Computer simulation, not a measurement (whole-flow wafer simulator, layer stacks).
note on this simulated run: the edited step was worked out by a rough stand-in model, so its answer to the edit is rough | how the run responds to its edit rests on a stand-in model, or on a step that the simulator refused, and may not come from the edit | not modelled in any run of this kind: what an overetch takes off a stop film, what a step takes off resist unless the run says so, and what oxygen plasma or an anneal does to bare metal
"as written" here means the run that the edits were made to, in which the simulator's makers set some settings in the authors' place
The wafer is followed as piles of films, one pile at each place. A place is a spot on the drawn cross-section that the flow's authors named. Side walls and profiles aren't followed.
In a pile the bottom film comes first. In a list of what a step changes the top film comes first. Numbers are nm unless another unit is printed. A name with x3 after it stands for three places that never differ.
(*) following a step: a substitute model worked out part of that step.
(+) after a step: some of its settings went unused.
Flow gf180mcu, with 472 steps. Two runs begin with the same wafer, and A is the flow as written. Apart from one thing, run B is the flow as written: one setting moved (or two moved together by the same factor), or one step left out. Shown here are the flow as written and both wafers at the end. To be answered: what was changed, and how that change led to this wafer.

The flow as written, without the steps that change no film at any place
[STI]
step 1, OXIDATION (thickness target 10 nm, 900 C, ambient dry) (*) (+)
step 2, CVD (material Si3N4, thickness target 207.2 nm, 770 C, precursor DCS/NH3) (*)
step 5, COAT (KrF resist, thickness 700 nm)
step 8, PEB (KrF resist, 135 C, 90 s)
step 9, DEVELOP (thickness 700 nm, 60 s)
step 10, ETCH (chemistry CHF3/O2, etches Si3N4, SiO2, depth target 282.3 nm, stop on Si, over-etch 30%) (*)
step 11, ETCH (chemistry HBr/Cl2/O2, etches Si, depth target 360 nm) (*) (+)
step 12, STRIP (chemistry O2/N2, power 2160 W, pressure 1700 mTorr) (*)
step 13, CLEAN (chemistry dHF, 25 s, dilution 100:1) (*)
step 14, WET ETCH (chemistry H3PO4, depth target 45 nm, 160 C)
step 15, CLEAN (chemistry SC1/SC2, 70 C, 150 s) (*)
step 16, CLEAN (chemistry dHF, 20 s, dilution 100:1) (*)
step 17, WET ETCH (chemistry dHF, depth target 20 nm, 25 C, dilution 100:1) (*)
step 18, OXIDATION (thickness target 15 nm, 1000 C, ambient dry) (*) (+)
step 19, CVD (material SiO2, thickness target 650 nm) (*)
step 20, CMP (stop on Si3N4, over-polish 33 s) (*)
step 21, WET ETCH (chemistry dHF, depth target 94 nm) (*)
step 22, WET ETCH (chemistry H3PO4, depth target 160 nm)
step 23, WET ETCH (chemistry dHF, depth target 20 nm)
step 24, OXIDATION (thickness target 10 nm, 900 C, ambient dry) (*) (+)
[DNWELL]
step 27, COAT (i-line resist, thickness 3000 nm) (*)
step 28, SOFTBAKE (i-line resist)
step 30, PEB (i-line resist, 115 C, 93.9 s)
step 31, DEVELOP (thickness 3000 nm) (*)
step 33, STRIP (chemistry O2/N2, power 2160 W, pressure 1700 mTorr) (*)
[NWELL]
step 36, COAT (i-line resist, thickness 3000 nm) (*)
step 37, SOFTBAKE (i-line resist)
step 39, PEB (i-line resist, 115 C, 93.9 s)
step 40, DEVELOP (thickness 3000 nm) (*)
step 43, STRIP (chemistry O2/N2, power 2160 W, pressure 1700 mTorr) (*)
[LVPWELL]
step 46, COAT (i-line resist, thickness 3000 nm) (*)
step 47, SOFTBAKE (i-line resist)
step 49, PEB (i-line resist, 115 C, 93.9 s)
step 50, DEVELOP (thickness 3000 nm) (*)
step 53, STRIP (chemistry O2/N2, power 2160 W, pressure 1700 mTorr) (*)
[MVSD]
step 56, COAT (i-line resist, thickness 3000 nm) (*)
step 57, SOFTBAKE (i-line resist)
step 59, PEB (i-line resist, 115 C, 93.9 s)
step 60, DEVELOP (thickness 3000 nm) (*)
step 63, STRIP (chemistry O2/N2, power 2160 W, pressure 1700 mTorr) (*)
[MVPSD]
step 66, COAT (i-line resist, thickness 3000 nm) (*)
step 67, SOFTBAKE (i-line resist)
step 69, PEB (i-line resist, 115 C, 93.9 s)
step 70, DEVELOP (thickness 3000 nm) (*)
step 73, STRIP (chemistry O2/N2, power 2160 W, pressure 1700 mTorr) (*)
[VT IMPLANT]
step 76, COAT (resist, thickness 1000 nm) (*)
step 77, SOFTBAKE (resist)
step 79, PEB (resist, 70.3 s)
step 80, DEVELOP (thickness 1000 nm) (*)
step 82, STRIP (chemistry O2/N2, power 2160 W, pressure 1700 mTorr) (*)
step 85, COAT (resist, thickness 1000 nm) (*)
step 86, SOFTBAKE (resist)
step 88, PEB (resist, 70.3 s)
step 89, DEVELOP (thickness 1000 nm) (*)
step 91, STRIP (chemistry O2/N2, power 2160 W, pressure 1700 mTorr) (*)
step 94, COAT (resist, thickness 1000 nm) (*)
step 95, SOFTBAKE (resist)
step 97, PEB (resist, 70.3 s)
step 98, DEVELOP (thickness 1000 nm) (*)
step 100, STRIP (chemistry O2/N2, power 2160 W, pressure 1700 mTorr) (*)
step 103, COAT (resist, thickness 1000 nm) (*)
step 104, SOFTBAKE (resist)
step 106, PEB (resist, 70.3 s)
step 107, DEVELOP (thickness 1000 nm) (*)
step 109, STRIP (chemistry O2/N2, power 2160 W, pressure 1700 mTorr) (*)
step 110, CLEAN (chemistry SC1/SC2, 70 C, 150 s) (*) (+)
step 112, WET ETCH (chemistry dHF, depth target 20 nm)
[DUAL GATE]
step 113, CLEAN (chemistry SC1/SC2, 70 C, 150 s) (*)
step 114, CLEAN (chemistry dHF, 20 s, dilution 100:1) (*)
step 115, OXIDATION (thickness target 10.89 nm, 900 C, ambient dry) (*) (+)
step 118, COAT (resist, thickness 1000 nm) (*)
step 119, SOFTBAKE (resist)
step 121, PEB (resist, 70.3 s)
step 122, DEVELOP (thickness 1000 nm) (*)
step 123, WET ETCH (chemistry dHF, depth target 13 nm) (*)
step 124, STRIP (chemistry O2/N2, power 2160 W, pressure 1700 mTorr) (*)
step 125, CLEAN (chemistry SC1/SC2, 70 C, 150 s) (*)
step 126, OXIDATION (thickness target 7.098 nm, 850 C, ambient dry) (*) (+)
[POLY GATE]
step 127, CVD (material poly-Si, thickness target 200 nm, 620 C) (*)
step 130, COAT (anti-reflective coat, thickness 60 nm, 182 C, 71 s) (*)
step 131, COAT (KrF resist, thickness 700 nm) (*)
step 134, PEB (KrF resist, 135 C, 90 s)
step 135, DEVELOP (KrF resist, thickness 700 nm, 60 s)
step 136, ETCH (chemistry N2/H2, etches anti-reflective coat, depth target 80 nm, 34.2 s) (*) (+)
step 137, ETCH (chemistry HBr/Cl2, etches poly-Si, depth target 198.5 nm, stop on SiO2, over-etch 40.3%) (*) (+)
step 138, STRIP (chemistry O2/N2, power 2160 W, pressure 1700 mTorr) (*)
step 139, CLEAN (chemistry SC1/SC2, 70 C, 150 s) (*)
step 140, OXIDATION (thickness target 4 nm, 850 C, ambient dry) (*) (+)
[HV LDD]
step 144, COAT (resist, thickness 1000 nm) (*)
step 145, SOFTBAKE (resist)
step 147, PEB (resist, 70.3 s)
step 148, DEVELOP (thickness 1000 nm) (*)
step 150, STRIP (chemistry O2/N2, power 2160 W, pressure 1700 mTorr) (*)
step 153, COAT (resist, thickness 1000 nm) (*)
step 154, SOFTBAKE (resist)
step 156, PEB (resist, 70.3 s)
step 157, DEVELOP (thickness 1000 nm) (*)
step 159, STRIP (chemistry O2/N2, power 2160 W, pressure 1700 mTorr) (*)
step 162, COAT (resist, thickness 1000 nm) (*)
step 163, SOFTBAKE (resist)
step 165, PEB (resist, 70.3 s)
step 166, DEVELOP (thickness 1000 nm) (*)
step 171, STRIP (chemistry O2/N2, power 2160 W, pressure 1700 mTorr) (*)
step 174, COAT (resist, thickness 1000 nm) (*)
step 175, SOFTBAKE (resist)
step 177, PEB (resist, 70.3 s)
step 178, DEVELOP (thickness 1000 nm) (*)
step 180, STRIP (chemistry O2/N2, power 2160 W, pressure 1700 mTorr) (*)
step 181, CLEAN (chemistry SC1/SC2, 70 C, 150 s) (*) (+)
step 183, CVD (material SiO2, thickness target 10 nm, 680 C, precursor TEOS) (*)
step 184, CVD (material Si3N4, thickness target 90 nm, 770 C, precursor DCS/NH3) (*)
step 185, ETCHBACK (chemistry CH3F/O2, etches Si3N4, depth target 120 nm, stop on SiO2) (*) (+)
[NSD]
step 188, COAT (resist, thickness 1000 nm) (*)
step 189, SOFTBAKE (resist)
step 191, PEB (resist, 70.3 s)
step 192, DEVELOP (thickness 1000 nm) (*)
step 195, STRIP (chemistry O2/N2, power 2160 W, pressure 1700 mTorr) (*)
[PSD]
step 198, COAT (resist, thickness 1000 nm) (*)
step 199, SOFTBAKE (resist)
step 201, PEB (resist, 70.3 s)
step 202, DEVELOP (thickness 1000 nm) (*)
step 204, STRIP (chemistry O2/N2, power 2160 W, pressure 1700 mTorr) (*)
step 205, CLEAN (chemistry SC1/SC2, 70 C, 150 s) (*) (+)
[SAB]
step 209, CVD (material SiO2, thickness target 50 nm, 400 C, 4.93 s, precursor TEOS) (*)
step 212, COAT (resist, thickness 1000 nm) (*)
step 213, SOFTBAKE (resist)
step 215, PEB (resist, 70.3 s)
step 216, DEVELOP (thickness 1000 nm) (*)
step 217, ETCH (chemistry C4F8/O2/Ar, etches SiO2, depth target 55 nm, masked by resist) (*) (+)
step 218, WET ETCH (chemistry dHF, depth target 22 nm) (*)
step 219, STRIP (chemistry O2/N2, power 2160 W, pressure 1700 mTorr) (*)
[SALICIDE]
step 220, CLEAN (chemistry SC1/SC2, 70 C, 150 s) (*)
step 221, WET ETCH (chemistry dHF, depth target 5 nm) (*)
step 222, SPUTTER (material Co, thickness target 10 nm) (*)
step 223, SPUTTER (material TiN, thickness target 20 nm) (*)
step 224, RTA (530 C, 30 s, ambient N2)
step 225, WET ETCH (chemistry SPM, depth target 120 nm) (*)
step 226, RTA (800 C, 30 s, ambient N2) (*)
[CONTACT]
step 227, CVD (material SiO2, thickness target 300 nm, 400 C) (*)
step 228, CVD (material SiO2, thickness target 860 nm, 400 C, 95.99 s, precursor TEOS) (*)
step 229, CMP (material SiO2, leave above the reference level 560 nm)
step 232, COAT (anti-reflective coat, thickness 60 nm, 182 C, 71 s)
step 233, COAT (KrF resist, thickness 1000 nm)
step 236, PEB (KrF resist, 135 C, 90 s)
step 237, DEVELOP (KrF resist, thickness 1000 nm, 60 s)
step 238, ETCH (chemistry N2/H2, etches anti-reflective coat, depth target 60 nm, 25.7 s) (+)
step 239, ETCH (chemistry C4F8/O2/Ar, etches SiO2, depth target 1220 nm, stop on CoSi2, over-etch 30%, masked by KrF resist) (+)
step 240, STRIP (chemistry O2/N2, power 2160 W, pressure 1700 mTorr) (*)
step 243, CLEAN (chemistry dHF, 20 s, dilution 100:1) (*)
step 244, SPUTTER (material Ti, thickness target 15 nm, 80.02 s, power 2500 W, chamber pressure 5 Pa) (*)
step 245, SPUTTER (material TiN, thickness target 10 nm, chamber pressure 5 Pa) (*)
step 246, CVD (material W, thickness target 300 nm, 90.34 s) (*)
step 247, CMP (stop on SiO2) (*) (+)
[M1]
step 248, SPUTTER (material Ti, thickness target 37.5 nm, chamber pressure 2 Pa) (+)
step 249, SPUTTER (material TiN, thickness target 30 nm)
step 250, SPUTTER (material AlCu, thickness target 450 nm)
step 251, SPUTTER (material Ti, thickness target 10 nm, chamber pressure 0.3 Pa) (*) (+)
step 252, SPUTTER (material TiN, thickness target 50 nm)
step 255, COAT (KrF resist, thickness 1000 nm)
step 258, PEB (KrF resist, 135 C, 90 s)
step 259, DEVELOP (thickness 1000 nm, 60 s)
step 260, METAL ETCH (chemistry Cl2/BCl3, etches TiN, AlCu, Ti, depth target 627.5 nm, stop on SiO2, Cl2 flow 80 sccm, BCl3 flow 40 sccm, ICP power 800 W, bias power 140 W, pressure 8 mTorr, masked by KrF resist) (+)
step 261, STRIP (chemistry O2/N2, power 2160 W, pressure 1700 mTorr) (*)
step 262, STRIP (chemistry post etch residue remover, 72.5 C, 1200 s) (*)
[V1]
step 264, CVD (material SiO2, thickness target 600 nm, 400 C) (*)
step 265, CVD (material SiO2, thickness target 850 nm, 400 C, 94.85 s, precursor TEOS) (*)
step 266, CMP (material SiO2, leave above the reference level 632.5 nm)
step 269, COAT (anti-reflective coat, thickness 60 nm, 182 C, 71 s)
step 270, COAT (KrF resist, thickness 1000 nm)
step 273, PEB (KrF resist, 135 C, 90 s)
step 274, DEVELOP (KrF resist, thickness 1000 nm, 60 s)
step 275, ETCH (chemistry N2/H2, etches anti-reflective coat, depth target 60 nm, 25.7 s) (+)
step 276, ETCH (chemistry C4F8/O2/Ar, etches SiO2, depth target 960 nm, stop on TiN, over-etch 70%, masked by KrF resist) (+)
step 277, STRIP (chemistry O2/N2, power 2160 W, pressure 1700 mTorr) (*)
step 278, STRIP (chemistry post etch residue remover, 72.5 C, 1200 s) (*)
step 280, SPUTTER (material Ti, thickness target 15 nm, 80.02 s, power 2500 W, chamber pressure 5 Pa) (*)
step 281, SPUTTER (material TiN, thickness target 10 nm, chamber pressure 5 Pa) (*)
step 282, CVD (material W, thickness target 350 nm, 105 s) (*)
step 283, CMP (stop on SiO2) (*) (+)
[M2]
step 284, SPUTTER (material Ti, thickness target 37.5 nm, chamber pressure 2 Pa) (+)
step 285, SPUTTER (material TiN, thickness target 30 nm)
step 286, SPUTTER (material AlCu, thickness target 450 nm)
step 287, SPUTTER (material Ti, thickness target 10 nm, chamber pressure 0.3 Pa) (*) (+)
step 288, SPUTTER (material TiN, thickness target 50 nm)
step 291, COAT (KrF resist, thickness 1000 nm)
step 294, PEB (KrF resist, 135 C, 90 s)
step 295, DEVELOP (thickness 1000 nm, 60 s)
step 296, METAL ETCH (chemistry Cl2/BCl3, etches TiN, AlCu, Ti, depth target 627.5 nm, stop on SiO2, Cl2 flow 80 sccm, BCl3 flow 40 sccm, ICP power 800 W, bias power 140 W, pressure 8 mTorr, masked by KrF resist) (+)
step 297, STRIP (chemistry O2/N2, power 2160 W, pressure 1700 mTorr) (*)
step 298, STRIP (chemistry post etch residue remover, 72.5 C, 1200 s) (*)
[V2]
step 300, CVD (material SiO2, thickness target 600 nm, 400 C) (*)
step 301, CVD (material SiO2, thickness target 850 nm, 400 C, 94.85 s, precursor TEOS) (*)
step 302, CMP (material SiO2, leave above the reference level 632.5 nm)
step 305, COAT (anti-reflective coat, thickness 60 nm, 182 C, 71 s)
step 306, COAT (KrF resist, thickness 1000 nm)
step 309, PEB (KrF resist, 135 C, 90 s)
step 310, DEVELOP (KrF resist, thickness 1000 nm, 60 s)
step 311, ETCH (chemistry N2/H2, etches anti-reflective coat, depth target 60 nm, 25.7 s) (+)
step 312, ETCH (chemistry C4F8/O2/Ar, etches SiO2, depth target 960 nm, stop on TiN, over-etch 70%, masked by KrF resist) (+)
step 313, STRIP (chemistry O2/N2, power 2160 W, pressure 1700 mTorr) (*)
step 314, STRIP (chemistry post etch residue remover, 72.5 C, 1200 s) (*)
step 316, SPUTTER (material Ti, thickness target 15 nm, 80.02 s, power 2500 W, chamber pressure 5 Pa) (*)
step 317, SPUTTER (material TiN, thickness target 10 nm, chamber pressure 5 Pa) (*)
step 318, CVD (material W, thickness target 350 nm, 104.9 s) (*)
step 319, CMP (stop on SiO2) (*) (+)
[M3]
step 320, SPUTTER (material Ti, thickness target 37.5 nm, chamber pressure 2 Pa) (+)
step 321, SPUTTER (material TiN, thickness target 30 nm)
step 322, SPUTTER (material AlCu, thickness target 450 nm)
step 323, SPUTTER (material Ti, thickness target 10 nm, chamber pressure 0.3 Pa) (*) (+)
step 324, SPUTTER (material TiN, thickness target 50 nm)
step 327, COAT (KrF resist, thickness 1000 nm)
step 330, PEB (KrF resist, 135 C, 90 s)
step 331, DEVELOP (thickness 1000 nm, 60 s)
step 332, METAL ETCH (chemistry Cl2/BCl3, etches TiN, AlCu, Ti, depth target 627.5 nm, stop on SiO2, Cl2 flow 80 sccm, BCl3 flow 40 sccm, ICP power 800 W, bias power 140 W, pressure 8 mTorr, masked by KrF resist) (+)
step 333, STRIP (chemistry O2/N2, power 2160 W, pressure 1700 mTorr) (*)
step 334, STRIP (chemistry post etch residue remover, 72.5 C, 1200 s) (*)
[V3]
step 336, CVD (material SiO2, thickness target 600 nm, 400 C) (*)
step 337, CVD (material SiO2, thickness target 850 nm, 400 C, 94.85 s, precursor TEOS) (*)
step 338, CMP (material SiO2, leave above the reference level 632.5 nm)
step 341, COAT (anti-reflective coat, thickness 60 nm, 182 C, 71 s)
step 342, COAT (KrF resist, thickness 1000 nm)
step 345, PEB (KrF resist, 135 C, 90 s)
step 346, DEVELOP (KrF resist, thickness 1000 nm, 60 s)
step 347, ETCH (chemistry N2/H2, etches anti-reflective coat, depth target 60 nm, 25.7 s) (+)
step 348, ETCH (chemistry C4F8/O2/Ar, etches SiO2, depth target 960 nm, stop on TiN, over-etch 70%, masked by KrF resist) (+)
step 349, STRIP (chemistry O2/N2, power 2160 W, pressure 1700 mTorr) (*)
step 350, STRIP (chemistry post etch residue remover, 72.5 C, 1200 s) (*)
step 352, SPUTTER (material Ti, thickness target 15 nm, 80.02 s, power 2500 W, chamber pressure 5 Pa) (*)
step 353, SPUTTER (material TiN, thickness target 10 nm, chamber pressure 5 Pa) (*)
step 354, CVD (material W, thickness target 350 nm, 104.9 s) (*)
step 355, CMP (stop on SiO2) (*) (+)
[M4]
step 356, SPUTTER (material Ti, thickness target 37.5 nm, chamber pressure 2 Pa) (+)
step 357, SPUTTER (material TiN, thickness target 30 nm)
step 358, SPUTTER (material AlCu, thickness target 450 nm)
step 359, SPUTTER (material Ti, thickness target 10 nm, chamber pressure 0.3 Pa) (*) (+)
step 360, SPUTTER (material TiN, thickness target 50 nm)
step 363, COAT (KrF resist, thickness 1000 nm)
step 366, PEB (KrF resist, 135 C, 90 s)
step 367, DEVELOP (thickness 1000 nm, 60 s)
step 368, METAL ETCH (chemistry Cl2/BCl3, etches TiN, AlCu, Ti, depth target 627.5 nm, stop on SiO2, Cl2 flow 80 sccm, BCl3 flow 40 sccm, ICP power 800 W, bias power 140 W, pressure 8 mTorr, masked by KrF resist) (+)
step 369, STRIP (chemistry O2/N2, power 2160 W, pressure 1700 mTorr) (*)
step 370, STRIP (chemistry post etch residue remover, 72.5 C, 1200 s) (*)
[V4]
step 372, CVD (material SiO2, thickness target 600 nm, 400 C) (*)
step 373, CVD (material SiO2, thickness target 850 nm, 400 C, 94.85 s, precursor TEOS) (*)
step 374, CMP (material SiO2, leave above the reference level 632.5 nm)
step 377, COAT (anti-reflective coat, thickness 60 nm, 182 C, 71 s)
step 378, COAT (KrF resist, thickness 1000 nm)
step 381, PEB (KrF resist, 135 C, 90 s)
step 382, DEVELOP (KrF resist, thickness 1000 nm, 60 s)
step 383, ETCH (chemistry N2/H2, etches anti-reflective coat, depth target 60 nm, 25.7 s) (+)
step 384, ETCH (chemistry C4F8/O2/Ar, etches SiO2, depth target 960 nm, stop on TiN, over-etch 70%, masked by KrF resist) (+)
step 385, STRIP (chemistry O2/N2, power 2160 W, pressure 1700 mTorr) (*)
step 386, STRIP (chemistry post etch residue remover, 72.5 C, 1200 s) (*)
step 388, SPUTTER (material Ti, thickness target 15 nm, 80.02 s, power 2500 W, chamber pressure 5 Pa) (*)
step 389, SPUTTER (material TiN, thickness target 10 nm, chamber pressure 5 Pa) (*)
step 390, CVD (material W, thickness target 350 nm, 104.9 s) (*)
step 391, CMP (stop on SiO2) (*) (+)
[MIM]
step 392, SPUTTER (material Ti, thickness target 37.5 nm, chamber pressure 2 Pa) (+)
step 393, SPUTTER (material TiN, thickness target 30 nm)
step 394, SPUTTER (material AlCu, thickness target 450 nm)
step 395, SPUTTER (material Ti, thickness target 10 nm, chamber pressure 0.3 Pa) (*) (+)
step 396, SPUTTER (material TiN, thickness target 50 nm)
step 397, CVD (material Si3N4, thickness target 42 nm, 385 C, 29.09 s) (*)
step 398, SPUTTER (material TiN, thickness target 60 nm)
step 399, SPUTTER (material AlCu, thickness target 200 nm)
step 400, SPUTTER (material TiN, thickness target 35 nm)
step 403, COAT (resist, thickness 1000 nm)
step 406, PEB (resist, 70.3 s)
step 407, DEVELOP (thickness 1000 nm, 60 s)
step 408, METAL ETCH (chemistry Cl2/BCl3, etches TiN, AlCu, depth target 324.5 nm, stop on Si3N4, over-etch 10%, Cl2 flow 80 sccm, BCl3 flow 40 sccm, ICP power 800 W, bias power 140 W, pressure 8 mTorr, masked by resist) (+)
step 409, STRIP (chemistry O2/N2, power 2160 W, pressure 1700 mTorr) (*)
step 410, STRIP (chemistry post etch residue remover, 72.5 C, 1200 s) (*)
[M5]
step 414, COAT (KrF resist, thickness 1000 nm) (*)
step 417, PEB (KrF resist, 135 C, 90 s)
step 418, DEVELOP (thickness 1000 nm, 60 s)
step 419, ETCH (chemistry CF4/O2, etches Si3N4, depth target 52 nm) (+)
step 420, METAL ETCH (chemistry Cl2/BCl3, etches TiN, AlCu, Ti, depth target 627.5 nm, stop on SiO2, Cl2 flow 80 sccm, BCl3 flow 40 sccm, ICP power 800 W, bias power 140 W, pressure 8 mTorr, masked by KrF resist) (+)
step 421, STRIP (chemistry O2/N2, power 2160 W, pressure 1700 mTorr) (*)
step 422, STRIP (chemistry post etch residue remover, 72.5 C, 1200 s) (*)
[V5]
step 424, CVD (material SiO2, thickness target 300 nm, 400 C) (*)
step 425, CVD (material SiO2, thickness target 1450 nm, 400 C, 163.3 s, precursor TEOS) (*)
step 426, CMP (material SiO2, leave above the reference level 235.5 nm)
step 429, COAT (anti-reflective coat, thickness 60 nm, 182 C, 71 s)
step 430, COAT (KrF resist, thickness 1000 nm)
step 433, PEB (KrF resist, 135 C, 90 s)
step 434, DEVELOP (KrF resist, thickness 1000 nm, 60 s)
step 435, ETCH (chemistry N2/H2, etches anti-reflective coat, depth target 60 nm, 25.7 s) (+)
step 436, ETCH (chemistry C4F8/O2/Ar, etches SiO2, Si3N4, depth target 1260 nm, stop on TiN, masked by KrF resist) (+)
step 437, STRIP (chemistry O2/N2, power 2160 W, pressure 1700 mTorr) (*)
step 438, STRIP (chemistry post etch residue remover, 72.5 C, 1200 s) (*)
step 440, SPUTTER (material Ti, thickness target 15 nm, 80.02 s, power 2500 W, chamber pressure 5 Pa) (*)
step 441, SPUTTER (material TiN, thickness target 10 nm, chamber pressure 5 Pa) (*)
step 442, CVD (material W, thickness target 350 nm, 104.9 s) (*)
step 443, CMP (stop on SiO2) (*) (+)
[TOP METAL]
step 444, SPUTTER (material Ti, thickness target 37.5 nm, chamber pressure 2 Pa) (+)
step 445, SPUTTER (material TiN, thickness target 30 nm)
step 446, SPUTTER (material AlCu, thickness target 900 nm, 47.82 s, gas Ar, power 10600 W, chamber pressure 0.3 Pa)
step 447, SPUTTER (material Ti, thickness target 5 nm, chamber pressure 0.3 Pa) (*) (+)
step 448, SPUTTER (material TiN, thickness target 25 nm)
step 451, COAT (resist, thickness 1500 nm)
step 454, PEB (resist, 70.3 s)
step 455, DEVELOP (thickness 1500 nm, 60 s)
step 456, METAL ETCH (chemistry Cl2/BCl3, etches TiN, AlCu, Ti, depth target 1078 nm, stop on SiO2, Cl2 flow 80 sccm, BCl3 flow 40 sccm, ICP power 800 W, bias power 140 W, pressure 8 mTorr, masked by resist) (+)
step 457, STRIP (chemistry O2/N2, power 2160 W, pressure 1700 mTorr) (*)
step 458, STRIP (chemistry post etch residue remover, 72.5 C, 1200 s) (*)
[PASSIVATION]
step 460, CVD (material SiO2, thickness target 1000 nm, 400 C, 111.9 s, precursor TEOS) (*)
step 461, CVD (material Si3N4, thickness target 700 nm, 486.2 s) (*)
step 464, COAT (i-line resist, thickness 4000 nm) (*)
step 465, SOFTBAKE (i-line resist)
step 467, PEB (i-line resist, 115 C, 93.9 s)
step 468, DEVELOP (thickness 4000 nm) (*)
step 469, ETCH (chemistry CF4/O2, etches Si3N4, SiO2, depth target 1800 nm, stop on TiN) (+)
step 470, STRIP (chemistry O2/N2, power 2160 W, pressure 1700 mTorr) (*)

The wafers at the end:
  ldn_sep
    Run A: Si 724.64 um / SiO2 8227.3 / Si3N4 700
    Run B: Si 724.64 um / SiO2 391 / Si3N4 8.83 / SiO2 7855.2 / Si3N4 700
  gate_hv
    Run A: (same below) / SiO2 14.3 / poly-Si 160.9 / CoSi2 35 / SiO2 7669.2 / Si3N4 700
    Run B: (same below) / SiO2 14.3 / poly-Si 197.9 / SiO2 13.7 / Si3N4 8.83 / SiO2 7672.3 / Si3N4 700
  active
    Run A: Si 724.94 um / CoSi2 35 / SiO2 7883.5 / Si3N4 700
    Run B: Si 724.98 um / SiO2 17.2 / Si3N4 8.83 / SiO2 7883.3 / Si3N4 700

The reason: step 184, CVD: thickness target 133 nm was run, though the flow has thickness target 90 nm.

How this came from the change, step by step:
  step 184, CVD (material Si3N4, thickness target 90 nm, 770 C, precursor DCS/NH3) (*)
      field, field__w1, field__w2 and 101 more: A Si3N4 gains 90 (new film) | B Si3N4 gains 133 (new film)
  step 185, ETCHBACK (chemistry CH3F/O2, etches Si3N4, depth target 120 nm, stop on SiO2) (*) (+)
      field, field__w1, field__w2 and 100 more: A Si3N4 loses 90 (all of it), SiO2 loses 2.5 | B Si3N4 loses 120
  step 188, COAT (resist, thickness 1000 nm) (*)
      spacer: A resist gains 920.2 (new film) | B resist gains 893.1 (new film)
  step 189, SOFTBAKE (resist)
      field__w9: A resist gains 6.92 | B resist loses 3.05
      field__w11: A resist gains 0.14 | B resist loses 0.4
      (also at 26 further places)
  step 192, DEVELOP (thickness 1000 nm) (*)
      spacer: A resist loses 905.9 (all of it) | B resist loses 879.3 (all of it)
  step 198, COAT (resist, thickness 1000 nm) (*)
      spacer: A resist gains 920.2 (new film) | B resist gains 893.1 (new film)
  step 199, SOFTBAKE (resist)
      field__w9: A resist gains 6.92 | B resist loses 3.05
      field__w11: A resist gains 0.14 | B resist loses 0.4
      (also at 26 further places)
  step 204, STRIP (chemistry O2/N2, power 2160 W, pressure 1700 mTorr) (*)
      spacer: A resist loses 905.9 (all of it) | B resist loses 879.3 (all of it)
  step 205, CLEAN (chemistry SC1/SC2, 70 C, 150 s) (*) (+)
      field, field__w1, field__w2 and 105 more: A SiO2 loses 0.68 | B Si3N4 loses 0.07
  step 209, CVD (material SiO2, thickness target 50 nm, 400 C, 4.93 s, precursor TEOS) (*)
      field, field__w7, field__w8 and 73 more: A SiO2 gains 50 | B SiO2 gains 50 (new film)
      field_sub__w1, field_sub__w3, field_sub__w4, field_sub__w5, ld_drift_n: A SiO2 gains 48.9 | B SiO2 gains 48.8 (new film)
      (also at 27 further places)
  step 212, COAT (resist, thickness 1000 nm) (*)
      spacer: A resist gains 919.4 (new film) | B resist gains 892.5 (new film)
  step 213, SOFTBAKE (resist)
      npoly_sal: A resist loses 0.55 | B resist gains 0.41
      field__w5: A resist gains 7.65 | B resist gains 8.57
      (also at 13 further places)
  step 216, DEVELOP (thickness 1000 nm) (*)
      spacer: A resist loses 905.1 (all of it) | B resist loses 878.8 (all of it)
  step 217, ETCH (chemistry C4F8/O2/Ar, etches SiO2, depth target 55 nm, masked by resist) (*) (+)
      field, field__w7, field__w8 and 70 more: A SiO2 loses 55 | B SiO2 loses 50 (all of it), Si3N4 loses 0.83
      field_sub__w1, field_sub__w3, field_sub__w4, field_sub__w5, ld_drift_n: A SiO2 loses 55 | B SiO2 loses 48.8 (all of it), Si3N4 loses 1.04
      (also at 21 further places)
  step 218, WET ETCH (chemistry dHF, depth target 22 nm) (*)
      gate, gate_hv, gate_p and 23 more: A SiO2 loses 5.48 (all of it) | B Si3N4 loses 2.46
      field, field__w10, sti and 14 more: A SiO2 loses 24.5 | B Si3N4 loses 2.46
      (also at 56 further places)
  step 219, STRIP (chemistry O2/N2, power 2160 W, pressure 1700 mTorr) (*)
      gate, gate_hv, gate_p and 23 more: A chemical SiO2 gains 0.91 (new film), poly-Si loses 0.4 | B nothing
      active, p_well, sd_n and 20 more: A chemical SiO2 gains 0.91 (new film), Si loses 0.4 | B nothing
  ... 14 further steps ...
  step 471, ANNEAL (400 C, 1800 s, ambient N2/H2)
      polyc_n, polyc_p: A nothing | B under 9 films: void gains 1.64 (new film), Ti loses 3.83, TiSi first gains 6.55 (new film), poly-Si loses 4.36
      contact: A nothing | B under 49 films: void gains 1.62 (new film), Ti loses 3.83, TiSi first gains 6.55 (new film), Si loses 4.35
With metal films that touch counted as one body, gate_hv has 0 bodies; the flow as written gives 1 body.
With metal films that touch counted as one body, active has 0 bodies; the flow as written gives 1 body.
